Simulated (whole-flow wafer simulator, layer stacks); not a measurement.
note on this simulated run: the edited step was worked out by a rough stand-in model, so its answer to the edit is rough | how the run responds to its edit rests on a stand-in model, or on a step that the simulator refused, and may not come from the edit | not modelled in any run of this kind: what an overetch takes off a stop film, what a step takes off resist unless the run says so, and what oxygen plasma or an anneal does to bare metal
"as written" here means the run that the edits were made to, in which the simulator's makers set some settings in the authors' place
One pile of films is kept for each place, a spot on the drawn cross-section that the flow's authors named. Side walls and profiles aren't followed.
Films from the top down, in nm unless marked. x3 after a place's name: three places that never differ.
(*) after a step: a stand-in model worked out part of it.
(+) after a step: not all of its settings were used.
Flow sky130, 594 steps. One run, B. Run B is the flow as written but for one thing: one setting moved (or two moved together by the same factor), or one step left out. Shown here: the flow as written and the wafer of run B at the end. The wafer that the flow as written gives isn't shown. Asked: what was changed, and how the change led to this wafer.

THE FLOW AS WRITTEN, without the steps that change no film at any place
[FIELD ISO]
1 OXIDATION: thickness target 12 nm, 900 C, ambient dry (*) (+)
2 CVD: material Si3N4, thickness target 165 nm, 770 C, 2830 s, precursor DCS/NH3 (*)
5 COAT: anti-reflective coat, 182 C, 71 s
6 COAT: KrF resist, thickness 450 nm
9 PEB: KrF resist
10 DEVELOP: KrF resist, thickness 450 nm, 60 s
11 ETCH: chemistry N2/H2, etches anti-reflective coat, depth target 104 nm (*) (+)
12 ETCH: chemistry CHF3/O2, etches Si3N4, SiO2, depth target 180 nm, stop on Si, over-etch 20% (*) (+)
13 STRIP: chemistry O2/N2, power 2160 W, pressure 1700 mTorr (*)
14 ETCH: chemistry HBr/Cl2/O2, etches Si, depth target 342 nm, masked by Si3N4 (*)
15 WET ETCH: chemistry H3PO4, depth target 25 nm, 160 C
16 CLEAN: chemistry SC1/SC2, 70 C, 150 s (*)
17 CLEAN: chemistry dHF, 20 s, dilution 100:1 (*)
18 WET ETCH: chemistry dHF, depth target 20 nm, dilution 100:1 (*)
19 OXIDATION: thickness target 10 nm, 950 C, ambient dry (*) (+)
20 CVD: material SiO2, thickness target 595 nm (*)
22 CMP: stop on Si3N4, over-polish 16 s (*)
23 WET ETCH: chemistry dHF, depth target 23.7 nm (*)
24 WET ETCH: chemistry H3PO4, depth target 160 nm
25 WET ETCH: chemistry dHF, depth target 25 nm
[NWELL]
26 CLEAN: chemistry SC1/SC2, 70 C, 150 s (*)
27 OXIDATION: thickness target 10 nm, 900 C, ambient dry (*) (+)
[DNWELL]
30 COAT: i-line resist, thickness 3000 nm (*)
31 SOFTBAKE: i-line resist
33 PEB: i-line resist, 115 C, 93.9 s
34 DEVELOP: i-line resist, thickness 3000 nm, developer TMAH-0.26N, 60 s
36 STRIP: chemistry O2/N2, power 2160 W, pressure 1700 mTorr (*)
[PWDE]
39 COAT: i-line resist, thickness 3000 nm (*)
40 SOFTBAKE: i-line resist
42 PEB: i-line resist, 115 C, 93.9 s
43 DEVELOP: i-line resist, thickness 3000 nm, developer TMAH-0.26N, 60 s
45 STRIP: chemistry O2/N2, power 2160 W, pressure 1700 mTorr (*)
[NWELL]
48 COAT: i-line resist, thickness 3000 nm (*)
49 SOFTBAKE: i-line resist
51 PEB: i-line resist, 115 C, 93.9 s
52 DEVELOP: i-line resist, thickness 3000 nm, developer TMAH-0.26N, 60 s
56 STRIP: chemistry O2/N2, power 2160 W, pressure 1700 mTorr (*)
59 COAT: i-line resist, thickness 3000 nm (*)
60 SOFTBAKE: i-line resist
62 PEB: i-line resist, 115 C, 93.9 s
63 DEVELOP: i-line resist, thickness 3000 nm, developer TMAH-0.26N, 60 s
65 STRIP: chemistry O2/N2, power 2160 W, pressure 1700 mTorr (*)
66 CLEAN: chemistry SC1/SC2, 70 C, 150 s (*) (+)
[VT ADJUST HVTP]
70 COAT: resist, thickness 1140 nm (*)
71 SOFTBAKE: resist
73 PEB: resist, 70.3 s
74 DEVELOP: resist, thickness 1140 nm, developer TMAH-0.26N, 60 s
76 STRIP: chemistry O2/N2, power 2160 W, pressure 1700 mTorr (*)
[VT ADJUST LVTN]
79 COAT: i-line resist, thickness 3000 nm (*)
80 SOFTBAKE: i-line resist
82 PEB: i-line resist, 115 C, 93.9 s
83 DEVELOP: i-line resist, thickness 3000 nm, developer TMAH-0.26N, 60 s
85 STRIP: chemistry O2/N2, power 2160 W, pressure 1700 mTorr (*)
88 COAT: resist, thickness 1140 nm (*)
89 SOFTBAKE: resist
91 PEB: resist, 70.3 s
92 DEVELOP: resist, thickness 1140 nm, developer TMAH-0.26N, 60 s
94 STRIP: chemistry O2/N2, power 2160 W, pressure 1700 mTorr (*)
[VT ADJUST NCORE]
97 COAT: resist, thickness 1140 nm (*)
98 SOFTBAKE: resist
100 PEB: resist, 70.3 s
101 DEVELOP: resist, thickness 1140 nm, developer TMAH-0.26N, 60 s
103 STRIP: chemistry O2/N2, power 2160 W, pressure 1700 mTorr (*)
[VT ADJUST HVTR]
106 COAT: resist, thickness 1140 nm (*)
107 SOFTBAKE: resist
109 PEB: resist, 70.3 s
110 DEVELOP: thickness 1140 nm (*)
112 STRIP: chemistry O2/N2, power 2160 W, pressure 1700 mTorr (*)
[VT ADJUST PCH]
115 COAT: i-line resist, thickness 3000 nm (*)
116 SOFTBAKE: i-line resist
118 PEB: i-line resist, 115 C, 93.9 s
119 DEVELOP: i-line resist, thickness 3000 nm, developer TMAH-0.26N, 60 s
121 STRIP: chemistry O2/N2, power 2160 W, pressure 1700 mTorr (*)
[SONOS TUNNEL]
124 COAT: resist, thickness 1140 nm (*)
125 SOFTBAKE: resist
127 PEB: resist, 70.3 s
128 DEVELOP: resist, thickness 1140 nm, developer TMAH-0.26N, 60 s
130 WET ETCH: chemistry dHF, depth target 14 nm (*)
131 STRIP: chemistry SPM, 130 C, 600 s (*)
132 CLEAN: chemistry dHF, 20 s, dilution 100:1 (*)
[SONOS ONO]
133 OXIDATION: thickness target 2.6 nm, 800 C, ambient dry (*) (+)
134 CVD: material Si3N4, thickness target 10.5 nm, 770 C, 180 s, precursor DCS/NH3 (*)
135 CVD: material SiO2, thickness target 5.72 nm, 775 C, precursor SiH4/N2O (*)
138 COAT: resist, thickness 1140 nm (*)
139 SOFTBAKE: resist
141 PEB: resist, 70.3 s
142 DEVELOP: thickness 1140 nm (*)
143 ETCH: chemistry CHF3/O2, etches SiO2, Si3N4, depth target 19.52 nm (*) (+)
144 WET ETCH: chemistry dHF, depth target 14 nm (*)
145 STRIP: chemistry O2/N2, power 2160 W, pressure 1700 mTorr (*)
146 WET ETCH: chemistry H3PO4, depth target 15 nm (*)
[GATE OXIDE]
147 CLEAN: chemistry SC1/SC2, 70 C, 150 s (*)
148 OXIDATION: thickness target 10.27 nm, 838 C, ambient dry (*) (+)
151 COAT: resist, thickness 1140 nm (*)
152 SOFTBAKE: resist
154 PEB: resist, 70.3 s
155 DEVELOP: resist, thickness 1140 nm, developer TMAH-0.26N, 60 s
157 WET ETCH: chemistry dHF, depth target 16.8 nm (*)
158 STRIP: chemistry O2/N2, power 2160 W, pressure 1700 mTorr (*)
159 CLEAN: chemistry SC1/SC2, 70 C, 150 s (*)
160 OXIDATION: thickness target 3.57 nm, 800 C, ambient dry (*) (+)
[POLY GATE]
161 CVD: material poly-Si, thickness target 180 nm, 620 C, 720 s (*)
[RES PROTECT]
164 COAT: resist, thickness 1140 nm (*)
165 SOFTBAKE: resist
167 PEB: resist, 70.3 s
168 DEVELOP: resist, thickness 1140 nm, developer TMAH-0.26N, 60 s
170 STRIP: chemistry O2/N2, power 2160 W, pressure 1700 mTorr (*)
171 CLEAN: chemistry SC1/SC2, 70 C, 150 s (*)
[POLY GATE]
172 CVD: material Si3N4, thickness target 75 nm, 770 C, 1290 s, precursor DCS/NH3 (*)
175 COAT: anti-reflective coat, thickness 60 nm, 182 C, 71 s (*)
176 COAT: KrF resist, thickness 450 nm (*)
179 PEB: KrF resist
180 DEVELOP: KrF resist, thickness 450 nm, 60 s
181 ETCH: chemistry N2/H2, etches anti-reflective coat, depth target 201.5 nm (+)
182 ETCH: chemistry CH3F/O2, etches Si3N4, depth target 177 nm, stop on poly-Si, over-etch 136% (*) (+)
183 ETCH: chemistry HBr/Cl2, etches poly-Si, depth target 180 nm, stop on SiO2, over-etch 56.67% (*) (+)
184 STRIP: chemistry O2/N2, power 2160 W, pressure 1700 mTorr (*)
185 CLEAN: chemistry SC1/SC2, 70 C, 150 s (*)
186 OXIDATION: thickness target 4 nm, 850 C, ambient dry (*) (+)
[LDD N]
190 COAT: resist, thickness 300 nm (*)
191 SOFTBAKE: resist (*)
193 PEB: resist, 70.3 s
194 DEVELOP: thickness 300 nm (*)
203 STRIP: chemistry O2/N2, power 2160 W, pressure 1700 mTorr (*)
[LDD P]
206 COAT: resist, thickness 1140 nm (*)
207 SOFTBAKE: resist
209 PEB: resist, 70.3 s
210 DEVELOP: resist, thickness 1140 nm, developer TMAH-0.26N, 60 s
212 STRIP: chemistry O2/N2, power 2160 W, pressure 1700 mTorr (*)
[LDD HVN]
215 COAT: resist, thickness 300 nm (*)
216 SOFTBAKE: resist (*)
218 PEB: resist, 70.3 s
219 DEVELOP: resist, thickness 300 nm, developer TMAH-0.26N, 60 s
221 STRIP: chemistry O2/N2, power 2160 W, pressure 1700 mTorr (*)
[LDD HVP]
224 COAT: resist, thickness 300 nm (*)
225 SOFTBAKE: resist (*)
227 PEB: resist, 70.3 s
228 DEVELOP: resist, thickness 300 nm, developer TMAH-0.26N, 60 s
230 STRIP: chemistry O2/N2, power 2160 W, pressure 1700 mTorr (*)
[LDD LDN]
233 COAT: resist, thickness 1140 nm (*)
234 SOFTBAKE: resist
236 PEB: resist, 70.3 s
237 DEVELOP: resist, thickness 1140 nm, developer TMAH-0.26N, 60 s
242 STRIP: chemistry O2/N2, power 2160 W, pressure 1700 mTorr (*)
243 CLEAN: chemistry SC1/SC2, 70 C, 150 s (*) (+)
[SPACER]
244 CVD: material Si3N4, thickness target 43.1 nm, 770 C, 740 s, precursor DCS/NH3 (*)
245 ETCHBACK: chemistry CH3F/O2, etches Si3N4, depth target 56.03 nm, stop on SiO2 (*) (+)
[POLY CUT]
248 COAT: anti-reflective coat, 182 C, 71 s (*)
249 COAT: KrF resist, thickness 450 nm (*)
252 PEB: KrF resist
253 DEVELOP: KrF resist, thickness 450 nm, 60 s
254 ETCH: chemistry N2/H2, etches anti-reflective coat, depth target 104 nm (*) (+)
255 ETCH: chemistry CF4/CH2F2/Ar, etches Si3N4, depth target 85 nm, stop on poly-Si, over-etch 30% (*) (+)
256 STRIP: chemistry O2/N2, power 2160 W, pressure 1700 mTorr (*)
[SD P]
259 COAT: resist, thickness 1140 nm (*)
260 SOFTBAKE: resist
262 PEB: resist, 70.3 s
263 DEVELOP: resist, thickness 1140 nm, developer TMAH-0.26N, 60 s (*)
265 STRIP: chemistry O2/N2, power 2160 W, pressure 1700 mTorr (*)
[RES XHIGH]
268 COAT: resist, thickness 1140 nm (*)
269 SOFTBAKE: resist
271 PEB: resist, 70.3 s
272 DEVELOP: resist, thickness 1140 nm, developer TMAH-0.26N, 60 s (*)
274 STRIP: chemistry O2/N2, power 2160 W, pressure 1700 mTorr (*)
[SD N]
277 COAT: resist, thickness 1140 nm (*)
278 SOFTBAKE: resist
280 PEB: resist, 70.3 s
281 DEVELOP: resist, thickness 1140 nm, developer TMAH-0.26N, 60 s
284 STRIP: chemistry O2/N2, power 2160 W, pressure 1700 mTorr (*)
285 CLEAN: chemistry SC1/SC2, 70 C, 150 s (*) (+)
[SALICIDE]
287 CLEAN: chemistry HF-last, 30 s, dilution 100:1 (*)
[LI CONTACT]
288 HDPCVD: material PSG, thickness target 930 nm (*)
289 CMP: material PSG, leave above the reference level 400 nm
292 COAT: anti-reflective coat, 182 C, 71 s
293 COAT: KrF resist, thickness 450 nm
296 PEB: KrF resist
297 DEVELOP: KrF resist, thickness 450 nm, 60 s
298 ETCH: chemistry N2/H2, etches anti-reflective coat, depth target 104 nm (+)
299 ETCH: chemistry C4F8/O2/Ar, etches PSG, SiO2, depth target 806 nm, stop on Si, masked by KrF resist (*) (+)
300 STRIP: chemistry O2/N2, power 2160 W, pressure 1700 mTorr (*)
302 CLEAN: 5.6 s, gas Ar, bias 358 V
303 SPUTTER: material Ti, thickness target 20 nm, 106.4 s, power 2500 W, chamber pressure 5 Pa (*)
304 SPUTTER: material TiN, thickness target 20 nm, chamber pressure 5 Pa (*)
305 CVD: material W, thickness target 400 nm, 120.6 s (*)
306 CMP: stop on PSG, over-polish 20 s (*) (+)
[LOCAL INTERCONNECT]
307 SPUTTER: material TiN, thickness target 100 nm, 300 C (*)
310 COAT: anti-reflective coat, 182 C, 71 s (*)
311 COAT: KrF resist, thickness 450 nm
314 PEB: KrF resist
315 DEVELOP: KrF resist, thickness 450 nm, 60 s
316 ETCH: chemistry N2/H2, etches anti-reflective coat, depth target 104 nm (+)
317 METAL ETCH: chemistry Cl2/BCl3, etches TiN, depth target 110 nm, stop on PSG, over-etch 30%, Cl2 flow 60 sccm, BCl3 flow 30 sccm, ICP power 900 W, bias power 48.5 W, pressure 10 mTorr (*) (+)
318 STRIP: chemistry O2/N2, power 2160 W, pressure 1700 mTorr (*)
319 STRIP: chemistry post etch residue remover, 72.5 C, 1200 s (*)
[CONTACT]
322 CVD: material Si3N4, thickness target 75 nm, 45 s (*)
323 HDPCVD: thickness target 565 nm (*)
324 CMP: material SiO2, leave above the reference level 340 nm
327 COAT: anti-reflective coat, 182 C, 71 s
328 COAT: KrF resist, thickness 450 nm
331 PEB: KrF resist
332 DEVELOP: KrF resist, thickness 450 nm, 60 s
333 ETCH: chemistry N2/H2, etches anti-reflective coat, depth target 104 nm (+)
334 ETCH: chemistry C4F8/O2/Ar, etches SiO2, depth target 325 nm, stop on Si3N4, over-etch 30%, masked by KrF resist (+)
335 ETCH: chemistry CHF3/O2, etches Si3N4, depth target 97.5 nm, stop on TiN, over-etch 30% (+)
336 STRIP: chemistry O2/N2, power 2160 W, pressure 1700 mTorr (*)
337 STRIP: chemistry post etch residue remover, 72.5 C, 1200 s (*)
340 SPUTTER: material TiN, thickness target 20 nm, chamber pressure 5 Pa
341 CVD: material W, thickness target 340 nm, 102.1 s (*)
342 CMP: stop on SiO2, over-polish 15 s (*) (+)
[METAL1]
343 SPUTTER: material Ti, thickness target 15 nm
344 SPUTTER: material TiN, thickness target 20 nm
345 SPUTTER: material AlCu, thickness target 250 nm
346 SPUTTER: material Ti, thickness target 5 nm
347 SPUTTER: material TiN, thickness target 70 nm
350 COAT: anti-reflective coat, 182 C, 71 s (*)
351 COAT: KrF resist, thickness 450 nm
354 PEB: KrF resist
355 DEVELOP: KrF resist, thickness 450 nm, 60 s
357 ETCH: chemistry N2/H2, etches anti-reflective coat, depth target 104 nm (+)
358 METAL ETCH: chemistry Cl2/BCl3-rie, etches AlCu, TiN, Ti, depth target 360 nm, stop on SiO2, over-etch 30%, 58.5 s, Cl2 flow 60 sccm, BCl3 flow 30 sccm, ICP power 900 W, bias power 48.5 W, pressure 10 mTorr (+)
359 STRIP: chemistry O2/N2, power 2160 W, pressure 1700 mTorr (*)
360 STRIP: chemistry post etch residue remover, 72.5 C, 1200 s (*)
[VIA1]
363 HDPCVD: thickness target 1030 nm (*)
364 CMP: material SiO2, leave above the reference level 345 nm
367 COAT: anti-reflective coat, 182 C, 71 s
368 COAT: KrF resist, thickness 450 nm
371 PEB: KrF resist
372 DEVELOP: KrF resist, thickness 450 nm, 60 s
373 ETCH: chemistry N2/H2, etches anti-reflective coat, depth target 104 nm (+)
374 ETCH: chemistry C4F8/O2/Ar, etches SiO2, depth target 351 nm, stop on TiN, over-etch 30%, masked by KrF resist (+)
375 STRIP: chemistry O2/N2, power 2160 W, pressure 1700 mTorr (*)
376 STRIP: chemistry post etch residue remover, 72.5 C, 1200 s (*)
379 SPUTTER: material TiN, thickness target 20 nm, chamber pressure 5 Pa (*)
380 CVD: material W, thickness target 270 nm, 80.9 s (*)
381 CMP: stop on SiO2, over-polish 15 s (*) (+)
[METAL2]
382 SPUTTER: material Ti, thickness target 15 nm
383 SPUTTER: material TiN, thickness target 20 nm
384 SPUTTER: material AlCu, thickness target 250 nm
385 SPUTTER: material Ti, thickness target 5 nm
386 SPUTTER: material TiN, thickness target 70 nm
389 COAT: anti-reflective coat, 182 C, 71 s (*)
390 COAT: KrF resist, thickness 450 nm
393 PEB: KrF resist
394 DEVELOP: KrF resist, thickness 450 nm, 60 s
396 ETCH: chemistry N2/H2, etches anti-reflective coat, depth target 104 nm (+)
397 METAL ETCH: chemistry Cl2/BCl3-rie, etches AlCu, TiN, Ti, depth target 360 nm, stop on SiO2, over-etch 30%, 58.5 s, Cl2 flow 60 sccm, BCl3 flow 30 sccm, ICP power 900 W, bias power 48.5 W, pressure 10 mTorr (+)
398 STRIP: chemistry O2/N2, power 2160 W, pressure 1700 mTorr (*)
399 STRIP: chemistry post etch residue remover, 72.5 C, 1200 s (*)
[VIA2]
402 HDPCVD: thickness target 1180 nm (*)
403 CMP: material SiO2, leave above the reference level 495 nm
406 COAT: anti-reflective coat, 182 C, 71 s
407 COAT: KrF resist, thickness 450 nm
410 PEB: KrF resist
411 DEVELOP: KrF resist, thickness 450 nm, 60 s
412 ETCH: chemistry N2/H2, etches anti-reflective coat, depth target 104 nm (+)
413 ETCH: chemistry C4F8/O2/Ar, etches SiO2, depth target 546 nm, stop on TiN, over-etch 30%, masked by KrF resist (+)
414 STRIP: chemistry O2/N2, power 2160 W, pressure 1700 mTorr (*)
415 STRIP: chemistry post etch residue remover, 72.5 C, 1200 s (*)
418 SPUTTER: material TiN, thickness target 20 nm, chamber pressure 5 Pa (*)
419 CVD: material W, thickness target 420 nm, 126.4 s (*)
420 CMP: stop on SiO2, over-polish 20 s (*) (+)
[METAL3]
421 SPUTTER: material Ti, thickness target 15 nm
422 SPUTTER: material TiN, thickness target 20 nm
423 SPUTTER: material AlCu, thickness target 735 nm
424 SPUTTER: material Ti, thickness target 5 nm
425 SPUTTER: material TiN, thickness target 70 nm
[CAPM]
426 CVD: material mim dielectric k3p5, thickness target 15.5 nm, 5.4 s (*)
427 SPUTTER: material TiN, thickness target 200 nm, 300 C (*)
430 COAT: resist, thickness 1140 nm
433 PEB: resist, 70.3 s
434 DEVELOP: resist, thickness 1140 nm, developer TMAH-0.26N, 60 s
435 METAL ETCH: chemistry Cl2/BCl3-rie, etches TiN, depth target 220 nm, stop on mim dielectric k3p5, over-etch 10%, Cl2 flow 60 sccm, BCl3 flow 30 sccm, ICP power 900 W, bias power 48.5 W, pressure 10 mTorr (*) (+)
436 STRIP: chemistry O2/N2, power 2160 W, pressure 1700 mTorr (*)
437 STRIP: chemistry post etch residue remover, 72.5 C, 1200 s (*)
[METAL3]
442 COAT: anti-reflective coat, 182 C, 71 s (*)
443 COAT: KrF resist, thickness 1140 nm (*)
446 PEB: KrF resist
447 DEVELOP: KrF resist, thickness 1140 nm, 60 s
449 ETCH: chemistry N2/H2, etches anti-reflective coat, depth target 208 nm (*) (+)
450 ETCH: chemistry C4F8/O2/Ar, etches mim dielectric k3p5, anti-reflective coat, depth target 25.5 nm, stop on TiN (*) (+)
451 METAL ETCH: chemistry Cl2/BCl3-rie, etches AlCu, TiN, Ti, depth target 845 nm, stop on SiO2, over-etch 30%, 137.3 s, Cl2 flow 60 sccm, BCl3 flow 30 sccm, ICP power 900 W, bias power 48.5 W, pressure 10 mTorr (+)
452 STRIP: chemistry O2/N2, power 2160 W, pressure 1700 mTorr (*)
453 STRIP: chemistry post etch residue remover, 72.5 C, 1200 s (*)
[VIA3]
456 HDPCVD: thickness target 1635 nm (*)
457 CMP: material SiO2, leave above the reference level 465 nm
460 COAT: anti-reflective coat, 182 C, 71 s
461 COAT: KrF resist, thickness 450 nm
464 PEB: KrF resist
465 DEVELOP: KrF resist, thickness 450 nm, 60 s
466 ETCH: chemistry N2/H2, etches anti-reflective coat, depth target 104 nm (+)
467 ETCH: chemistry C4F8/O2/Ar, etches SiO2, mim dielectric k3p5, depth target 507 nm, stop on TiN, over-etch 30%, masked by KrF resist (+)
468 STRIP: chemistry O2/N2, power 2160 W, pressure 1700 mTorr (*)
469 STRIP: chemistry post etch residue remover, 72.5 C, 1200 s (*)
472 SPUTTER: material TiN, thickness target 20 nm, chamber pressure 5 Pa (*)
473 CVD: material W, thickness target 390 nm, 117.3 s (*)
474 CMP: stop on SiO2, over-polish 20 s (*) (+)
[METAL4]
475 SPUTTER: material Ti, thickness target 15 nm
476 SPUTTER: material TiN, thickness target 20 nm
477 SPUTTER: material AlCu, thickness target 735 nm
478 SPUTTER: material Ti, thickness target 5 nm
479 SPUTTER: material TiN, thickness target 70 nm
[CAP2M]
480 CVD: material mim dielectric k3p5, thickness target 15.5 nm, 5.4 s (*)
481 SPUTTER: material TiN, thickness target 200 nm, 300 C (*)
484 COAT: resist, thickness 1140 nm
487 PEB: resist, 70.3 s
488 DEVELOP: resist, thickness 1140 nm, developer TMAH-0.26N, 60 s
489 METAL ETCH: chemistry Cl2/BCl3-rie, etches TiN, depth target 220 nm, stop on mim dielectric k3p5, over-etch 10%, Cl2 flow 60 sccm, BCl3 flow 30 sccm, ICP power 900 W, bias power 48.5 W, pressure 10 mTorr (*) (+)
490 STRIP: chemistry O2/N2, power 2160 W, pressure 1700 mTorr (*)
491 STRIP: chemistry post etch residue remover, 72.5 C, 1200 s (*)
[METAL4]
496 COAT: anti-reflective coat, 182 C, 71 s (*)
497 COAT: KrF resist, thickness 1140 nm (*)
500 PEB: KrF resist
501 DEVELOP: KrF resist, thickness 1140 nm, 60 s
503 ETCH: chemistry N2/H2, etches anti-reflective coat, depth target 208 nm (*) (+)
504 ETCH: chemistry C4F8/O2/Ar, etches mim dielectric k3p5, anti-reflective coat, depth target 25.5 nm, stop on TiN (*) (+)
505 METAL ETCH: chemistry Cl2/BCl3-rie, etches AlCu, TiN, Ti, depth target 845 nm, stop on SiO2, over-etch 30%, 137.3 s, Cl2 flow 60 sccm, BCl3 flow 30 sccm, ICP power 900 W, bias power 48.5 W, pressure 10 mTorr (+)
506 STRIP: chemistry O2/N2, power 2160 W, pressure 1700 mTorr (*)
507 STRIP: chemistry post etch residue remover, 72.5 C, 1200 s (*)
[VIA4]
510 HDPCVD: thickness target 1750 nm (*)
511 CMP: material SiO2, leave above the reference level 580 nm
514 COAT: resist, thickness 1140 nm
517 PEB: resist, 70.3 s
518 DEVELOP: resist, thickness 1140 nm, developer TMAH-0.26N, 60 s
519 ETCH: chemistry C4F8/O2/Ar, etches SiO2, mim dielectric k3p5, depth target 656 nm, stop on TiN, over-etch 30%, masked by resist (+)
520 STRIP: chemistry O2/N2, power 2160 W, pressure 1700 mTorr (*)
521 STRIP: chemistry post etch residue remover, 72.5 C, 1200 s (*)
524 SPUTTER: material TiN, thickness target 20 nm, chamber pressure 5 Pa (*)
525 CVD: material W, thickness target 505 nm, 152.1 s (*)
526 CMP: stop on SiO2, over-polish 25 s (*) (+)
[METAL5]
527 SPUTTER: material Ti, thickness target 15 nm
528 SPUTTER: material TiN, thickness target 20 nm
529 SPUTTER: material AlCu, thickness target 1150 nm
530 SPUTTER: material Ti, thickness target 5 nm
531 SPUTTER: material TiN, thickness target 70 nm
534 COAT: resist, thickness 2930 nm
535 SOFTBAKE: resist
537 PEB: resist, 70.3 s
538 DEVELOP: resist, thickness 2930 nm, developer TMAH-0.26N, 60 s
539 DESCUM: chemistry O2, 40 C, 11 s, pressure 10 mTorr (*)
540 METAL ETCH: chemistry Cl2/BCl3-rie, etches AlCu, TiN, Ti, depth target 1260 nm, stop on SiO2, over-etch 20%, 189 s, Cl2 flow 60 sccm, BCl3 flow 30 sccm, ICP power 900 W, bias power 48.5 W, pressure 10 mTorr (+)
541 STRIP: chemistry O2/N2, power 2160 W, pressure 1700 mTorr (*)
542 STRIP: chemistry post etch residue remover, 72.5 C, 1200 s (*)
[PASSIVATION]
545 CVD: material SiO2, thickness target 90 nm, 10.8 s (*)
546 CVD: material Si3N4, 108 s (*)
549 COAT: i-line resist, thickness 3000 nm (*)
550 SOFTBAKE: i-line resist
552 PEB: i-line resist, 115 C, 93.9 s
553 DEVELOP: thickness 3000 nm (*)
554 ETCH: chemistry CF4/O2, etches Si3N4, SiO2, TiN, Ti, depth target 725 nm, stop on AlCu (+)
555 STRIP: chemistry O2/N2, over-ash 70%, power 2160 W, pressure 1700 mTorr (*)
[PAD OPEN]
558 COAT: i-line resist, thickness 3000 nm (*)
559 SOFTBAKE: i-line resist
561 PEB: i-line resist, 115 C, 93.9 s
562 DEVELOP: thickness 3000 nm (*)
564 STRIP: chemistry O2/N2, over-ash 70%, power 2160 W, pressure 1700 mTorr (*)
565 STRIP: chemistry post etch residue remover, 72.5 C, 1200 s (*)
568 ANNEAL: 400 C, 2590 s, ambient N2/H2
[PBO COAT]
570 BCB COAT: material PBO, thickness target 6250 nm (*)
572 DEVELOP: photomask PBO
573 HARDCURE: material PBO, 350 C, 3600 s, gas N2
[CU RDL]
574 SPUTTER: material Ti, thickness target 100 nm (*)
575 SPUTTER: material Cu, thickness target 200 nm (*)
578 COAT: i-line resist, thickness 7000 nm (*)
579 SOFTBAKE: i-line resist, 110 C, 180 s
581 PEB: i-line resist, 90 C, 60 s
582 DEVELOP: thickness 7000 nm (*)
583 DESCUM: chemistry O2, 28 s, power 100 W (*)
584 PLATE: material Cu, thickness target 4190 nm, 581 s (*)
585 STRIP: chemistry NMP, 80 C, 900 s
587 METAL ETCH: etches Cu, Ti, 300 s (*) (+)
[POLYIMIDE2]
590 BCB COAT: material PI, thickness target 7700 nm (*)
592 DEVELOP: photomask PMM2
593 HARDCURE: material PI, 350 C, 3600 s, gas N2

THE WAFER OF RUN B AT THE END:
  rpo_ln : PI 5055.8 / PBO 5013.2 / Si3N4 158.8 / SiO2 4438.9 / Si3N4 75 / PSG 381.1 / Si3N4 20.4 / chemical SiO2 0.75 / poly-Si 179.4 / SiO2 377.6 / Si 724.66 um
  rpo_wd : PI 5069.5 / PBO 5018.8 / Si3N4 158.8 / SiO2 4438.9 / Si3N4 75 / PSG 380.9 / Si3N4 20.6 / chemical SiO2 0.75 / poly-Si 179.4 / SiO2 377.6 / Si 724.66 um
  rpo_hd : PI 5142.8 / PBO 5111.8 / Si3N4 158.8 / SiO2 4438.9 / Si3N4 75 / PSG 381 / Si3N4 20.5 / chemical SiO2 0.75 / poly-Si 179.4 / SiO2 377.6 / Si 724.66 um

The cause: step 255, ETCH: depth target 40.4 nm was run, where the flow has depth target 85 nm.

How the change led to this, step by step:
  255 ETCH: chemistry CF4/CH2F2/Ar, etches Si3N4, depth target 85 nm, stop on poly-Si, over-etch 30% (*) (+)
      rpo_wd, rxpo_wd: Si3N4 -40.4 (as written it would be: Si3N4 -61.6 (all of it), chemical SiO2 -0.75 (all of it))
      poly_licon: Si3N4 -40.4 (as written it would be: Si3N4 -61.9 (all of it), chemical SiO2 -0.76 (all of it))
      (and at 187 more places)
  256 STRIP: chemistry O2/N2, power 2160 W, pressure 1700 mTorr (*)
      poly_licon, rpo_ln, rpo_wd, rpo_hd, rpo_hd_licon, rxpo_ln, rxpo_wd: nothing (as written it would be: chemical SiO2 +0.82 (new film), poly-Si -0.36)
      dice_street, dep_dnw_sti, iso_dnw_wall, grade_field_poly, de16_nwb_sti: KrF resist -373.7 (all of it), anti-reflective coat -80 (all of it) (as written it would be: KrF resist -353.2 (all of it), anti-reflective coat -80 (all of it))
      (and at 178 more places)
  260 SOFTBAKE: resist
      mim: resist +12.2 (as written it would be: resist +10.8)
      npn11_xb: resist +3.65 (as written it would be: resist +3.01)
      (and at 11 more places)
  269 SOFTBAKE: resist
      mim: resist +12.2 (as written it would be: resist +10.8)
      npn11_xb: resist +3.65 (as written it would be: resist +3.01)
      (and at 11 more places)
  278 SOFTBAKE: resist
      mim: resist +12.2 (as written it would be: resist +10.8)
      nw_fld__w1: resist +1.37 (as written it would be: resist +0.73)
      (and at 12 more places)
  287 CLEAN: chemistry HF-last, 30 s, dilution 100:1 (*)
      rpo_ln, rpo_wd, rpo_hd, rpo_hd_licon, rxpo_ln, rxpo_wd: Si3N4 -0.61 (as written it would be: chemical SiO2 -0.77 (all of it))
      poly_licon: Si3N4 -0.61 (as written it would be: chemical SiO2 -0.76 (all of it))
  289 CMP: material PSG, leave above the reference level 400 nm
      rpo_wd, rpo_hd, rxpo_wd: PSG -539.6 (as written it would be: PSG -517.7)
      poly_licon, rpo_hd_licon: PSG -539.9 (as written it would be: PSG -517.7)
      (and at 2 more places)
  299 ETCH: chemistry C4F8/O2/Ar, etches PSG, SiO2, depth target 806 nm, stop on Si, masked by KrF resist (*) (+)
      poly_licon: PSG -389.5 (all of it), Si3N4 -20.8 (all of it), chemical SiO2 -0.76 (all of it) (as written it would be: PSG -411.7 (all of it))
      rpo_hd_licon: PSG -389.5 (all of it), Si3N4 -20.8 (all of it), chemical SiO2 -0.75 (all of it) (as written it would be: PSG -411.7 (all of it))
  306 CMP: stop on PSG, over-polish 20 s (*) (+)
      poly_licon: W -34 (as written it would be: W -33.3)
